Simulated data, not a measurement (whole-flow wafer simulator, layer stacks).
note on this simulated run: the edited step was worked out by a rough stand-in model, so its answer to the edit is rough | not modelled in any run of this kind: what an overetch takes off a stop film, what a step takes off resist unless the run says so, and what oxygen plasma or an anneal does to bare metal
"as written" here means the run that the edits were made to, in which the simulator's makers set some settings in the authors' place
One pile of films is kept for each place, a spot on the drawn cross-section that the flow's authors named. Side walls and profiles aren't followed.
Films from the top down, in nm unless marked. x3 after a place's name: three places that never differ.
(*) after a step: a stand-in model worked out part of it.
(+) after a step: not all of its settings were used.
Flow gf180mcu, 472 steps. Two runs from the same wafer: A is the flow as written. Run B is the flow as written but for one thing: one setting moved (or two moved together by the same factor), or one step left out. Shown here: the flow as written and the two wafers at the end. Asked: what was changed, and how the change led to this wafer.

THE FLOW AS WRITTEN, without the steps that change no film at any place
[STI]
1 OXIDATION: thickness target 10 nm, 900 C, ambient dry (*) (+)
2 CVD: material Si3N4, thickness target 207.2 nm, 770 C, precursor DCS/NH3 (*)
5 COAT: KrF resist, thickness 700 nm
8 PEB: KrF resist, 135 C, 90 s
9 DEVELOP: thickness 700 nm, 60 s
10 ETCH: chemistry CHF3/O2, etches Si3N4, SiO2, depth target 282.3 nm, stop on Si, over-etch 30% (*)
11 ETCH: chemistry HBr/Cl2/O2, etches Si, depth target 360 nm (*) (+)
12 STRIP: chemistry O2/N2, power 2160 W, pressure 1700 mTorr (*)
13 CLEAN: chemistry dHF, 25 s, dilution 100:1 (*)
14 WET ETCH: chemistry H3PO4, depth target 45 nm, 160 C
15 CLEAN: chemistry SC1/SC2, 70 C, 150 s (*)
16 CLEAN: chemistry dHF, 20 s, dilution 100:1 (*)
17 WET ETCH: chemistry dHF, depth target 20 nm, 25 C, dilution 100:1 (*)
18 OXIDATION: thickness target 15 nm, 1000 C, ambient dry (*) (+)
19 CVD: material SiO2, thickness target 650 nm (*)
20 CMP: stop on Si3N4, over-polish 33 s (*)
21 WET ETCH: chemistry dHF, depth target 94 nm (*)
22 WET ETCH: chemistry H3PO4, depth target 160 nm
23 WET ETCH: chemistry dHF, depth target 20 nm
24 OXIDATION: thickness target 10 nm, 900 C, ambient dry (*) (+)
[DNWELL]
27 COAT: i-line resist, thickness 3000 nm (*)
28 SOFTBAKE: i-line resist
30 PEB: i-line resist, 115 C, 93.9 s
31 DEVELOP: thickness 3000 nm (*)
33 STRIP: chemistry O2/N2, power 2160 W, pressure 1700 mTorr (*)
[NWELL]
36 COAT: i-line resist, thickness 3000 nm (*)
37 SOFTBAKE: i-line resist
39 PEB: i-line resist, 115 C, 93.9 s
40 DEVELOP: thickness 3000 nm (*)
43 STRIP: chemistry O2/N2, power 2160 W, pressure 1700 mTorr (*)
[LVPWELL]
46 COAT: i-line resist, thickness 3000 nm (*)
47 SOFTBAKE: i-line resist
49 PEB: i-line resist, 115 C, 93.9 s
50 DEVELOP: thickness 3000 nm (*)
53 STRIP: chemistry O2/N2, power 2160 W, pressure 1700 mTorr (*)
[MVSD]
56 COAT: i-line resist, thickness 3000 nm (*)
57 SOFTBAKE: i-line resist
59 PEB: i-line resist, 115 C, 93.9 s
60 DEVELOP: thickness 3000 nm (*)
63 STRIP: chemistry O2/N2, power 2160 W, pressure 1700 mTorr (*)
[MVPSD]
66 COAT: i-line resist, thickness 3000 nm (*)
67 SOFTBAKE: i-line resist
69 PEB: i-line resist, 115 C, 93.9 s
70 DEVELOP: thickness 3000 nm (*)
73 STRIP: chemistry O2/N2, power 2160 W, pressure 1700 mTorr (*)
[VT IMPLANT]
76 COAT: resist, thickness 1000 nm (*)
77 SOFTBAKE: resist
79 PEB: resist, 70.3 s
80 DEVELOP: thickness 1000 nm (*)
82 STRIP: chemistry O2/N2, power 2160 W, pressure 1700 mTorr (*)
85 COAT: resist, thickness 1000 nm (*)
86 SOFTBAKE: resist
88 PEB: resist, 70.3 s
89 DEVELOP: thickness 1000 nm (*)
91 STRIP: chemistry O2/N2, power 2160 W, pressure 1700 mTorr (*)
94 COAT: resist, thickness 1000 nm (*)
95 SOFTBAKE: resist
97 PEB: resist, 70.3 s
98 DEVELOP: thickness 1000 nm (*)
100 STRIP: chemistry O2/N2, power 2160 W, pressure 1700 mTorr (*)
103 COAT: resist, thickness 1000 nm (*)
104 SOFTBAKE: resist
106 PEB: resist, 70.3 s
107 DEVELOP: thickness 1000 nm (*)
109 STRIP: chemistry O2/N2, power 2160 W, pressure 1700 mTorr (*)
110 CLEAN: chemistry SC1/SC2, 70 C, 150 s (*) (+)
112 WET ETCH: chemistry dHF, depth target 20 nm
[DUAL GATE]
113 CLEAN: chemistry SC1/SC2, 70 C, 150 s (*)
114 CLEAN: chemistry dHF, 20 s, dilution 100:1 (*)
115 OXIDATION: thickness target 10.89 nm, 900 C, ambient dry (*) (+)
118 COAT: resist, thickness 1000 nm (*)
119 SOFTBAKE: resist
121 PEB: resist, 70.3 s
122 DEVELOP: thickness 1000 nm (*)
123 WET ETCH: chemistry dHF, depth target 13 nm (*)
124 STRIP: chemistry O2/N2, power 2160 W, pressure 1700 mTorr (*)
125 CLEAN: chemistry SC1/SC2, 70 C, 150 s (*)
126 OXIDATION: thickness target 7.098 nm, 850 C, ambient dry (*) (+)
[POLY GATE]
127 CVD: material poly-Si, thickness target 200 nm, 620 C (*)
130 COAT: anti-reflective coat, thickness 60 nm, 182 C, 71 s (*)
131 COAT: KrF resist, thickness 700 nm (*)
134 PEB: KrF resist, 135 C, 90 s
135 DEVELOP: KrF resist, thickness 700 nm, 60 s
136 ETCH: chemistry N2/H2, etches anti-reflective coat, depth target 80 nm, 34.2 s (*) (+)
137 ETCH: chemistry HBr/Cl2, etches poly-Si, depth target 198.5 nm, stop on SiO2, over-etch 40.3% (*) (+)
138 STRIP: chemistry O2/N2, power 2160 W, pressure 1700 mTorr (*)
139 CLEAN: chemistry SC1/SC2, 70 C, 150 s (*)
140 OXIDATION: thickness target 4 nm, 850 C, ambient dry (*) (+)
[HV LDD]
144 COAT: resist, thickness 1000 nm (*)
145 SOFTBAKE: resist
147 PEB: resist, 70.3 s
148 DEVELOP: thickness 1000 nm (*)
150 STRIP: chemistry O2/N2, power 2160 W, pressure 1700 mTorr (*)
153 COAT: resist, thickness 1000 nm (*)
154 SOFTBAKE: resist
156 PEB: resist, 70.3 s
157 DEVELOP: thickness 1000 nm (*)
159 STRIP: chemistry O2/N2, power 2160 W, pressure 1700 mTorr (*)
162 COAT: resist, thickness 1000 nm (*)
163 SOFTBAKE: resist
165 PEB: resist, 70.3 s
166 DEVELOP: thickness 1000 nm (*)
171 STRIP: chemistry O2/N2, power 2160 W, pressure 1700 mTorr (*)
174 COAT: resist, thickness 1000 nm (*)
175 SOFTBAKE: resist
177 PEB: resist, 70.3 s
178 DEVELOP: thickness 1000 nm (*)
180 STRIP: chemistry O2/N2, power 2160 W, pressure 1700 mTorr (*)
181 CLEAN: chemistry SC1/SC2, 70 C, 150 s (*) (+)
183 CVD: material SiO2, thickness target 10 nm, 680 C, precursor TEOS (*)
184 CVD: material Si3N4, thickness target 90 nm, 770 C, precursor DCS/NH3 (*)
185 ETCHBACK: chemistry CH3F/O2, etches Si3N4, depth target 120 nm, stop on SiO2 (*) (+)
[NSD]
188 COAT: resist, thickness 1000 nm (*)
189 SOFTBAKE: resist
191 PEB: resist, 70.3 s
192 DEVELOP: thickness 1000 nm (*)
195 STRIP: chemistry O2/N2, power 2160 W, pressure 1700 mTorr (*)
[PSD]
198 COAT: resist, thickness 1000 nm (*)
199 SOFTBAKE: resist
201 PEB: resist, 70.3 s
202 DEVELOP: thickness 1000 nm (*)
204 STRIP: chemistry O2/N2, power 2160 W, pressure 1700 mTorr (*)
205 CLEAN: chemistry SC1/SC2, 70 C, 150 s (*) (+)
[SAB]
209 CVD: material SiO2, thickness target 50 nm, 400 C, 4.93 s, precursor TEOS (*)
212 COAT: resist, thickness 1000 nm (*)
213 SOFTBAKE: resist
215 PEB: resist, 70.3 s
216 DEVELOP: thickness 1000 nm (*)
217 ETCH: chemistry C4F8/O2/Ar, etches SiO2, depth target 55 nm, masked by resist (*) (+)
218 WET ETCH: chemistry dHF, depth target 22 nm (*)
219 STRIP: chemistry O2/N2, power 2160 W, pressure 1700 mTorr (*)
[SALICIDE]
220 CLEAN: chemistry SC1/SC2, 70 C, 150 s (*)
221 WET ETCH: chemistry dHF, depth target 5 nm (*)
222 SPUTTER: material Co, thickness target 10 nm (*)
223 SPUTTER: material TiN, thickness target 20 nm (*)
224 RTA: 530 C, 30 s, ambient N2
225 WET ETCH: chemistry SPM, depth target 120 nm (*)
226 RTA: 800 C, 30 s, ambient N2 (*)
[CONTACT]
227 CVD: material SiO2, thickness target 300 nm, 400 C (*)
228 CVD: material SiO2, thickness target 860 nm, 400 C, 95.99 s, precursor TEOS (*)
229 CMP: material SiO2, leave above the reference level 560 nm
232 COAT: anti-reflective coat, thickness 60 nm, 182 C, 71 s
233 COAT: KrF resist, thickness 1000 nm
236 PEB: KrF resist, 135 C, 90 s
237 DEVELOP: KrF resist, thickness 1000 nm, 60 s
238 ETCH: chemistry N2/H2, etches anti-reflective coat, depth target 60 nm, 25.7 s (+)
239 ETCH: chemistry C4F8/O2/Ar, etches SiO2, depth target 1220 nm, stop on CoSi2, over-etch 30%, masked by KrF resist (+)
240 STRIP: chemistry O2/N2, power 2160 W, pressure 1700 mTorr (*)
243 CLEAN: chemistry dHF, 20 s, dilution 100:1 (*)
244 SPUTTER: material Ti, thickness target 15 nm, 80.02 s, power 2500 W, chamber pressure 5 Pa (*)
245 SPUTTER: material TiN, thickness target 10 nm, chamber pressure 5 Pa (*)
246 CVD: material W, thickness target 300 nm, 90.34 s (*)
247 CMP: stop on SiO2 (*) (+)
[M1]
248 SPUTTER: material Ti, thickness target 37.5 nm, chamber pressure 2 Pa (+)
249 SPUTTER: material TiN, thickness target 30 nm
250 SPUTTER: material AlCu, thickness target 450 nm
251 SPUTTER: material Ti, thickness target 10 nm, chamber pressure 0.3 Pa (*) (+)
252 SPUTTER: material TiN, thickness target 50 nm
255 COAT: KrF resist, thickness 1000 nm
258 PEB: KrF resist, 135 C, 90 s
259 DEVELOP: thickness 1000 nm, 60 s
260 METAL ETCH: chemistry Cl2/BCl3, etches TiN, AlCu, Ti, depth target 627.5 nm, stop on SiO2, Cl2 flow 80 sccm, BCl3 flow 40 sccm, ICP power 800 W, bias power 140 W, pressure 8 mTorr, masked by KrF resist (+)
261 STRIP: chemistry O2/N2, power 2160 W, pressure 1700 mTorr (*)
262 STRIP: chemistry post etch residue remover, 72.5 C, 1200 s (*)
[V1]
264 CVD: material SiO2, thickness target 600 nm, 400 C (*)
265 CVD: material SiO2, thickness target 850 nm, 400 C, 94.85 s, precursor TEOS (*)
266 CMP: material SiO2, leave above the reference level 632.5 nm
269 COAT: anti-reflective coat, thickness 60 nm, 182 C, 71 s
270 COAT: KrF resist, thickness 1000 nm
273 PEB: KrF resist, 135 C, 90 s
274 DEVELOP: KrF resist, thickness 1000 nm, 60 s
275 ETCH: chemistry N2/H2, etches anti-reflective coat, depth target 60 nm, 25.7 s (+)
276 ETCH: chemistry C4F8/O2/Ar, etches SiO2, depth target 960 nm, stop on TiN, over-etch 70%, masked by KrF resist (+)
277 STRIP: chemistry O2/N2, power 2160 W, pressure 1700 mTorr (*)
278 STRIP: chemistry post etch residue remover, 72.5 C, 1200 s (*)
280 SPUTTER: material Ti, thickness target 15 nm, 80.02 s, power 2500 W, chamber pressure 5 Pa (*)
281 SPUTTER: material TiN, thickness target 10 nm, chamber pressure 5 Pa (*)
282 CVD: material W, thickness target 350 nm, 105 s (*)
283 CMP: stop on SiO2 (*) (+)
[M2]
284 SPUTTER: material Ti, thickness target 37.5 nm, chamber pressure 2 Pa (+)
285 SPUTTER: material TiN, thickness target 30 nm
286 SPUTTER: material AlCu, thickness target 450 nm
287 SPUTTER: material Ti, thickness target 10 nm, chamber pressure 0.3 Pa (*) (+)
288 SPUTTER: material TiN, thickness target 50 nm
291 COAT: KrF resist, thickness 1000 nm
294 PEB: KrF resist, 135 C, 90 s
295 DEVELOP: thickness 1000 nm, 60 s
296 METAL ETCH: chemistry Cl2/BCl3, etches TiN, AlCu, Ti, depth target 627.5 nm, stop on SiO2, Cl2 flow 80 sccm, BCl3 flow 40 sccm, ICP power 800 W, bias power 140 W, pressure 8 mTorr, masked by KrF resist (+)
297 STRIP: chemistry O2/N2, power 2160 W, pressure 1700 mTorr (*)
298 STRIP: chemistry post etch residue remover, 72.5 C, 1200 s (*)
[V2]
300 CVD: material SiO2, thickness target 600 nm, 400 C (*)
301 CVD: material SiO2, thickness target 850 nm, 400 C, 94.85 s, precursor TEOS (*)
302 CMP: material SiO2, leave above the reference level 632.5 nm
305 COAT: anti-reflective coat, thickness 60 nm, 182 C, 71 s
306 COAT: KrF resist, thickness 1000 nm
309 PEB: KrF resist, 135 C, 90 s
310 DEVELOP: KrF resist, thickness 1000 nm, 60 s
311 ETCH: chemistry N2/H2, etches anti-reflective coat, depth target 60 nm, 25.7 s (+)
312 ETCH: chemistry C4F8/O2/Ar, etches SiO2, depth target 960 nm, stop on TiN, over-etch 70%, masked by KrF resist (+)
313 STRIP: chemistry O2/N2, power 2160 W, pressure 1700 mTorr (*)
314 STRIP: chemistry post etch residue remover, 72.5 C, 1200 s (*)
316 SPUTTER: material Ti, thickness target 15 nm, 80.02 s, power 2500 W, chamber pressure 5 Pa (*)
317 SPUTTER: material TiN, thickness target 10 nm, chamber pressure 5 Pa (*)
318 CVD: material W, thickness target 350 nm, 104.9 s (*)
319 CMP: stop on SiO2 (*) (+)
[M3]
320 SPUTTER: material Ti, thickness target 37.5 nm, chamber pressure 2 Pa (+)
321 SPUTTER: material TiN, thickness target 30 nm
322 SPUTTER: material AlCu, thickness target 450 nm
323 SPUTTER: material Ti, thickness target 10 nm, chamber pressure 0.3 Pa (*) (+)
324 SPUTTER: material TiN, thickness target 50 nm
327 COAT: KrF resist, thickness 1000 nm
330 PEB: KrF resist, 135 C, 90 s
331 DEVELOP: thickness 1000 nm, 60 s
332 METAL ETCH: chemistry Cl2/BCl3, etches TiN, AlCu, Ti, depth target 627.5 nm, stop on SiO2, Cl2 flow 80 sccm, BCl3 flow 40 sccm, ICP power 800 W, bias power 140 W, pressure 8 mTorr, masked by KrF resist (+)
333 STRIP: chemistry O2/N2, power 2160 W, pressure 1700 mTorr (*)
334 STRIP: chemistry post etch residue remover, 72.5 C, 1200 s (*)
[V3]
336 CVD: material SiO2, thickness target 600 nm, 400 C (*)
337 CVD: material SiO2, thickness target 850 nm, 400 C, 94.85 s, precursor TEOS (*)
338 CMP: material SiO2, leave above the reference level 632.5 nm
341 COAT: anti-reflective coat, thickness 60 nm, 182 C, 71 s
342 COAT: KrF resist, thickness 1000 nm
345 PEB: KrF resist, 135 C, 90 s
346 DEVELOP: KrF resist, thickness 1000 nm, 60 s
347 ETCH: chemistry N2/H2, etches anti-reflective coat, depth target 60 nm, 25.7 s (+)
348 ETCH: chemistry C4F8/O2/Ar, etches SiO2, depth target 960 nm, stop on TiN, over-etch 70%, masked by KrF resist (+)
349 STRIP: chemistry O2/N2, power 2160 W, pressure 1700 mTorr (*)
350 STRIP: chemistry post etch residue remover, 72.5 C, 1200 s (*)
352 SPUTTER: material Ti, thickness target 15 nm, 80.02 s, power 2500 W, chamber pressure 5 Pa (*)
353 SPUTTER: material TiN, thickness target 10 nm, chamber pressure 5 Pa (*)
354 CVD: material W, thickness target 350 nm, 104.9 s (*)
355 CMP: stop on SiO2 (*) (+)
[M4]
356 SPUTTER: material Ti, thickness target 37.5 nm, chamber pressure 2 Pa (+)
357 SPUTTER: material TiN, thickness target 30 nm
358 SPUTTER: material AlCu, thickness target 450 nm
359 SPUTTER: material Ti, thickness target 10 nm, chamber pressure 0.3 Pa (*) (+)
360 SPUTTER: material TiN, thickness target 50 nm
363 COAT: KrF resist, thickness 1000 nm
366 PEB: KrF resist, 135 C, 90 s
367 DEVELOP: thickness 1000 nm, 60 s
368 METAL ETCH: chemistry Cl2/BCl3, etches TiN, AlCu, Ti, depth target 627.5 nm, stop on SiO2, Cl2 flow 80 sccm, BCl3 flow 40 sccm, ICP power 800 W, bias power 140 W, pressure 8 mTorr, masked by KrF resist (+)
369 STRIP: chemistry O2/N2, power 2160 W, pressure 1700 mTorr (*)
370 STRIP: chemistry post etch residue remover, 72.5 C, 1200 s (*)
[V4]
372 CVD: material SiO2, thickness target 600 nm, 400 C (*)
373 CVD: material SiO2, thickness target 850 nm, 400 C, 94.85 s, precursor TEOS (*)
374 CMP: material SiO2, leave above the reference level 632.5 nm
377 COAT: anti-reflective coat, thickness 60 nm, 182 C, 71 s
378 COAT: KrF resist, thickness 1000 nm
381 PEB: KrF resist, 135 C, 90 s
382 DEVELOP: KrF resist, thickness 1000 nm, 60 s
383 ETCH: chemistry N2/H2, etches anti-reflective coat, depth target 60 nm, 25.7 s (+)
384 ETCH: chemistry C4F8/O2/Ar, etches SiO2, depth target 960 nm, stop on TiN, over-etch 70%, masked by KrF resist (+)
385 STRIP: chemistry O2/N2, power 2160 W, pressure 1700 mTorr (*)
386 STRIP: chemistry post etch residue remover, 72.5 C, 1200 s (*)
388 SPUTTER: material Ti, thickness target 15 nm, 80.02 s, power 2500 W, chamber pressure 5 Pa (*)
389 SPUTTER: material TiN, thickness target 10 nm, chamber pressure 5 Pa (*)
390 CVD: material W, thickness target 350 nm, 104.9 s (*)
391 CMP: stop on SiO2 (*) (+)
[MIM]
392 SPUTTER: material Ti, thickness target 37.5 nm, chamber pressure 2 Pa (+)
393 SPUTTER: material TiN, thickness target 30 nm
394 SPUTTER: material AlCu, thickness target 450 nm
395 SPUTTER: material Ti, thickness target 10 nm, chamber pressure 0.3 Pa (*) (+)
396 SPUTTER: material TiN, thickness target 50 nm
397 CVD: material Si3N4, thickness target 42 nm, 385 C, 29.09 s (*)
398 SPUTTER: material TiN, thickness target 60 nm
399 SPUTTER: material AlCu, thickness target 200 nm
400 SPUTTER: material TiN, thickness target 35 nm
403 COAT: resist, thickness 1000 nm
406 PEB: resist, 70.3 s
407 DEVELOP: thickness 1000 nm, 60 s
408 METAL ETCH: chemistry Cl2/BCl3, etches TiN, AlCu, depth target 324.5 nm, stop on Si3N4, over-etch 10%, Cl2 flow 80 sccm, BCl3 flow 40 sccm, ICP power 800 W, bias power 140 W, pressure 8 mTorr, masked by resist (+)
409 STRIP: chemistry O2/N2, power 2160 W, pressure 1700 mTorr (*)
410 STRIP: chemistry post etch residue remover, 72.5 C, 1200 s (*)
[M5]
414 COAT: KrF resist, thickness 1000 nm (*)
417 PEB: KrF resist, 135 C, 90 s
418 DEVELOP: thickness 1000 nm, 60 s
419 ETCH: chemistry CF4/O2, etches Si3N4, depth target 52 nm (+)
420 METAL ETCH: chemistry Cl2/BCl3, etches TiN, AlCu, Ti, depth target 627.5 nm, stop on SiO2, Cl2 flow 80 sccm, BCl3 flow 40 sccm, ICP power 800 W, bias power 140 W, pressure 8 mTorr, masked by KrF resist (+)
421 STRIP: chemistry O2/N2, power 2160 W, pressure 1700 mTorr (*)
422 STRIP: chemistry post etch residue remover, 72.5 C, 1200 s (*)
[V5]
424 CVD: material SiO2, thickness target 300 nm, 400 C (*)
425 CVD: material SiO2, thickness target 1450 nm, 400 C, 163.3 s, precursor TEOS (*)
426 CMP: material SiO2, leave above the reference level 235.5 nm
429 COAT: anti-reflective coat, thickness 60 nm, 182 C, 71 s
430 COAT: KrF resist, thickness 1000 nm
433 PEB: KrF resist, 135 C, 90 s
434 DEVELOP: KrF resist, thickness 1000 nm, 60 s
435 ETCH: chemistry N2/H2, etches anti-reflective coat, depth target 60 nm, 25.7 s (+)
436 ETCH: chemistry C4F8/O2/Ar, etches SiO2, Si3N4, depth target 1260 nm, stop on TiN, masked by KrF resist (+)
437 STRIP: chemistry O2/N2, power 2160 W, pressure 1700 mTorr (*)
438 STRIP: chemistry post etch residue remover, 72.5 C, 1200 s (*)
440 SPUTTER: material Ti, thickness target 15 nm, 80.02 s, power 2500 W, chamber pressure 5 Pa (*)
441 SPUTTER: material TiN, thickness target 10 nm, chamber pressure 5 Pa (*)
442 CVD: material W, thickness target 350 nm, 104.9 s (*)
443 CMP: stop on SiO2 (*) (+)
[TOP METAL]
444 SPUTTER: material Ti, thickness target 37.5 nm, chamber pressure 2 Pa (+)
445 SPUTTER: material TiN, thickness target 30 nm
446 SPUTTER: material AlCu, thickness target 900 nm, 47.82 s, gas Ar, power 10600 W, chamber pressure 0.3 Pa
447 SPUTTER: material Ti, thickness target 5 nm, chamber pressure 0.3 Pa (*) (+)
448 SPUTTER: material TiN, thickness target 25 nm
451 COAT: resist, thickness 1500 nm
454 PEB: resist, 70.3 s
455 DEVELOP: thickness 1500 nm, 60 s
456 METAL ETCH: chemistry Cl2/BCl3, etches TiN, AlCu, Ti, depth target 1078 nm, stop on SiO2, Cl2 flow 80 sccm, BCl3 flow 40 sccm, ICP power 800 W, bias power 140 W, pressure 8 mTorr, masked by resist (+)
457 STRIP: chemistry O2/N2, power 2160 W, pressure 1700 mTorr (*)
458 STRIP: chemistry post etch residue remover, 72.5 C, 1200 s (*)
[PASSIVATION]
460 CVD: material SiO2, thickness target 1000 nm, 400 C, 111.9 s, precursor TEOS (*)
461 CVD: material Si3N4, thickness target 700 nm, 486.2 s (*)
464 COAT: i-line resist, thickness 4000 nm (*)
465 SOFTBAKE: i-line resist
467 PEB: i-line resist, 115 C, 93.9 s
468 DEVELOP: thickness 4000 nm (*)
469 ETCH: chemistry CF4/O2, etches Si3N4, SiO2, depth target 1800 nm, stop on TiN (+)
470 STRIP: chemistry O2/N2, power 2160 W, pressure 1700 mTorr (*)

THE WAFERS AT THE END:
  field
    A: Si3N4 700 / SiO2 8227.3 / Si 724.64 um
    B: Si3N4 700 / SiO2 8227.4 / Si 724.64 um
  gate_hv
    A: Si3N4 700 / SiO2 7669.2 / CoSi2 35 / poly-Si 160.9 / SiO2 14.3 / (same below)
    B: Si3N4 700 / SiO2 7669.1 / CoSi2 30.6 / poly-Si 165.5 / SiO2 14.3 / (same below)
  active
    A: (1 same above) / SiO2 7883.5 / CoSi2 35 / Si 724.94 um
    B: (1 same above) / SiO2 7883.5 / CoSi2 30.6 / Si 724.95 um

The cause: step 222, SPUTTER: thickness target 8.75 nm was run, where the flow has thickness target 10 nm.

How the change led to this, step by step:
  222 SPUTTER: material Co, thickness target 10 nm (*)
      field, field__w7, field__w8 and 71 more: A Co +10 (new film) | B Co +8.75 (new film)
      field__w2, mim: A Co +8.65 (new film) | B Co +7.57 (new film)
      (and at 35 more places)
  224 RTA: 530 C, 30 s, ambient N2
      gate, gate_hv, gate_p and 22 more: A under 1 film: CoSi +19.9 (new film), Co -10 (all of it), poly-Si -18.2 | B under 1 film: CoSi +17.4 (new film), Co -8.75 (all of it), poly-Si -15.9
      active, p_well, sd_n and 11 more: A under 1 film: CoSi +19.9 (new film), Co -10 (all of it), Si -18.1 | B under 1 film: CoSi +17.4 (new film), Co -8.75 (all of it), Si -15.9
      (and at 10 more places)
  225 WET ETCH: chemistry SPM, depth target 120 nm (*)
      field, field__w7, field__w8 and 32 more: A TiN -20 (all of it), Co -10 (all of it) | B TiN -20 (all of it), Co -8.75 (all of it)
      field__w9, nw_enc_fld_lv__w3: A TiN -19.1 (all of it), Co -9.6 (all of it) | B TiN -19.1 (all of it), Co -8.4 (all of it)
      (and at 25 more places)
  226 RTA: 800 C, 30 s, ambient N2 (*)
      gate, gate_hv, gate_p and 22 more: A CoSi2 +35 (new film), CoSi -19.9 (all of it), poly-Si -18.2 | B CoSi2 +30.6 (new film), CoSi -17.4 (all of it), poly-Si -15.9
      active, p_well, sd_n and 11 more: A CoSi2 +35 (new film), CoSi -19.9 (all of it), Si -18.1 | B CoSi2 +30.6 (new film), CoSi -17.4 (all of it), Si -15.9
      (and at 10 more places)
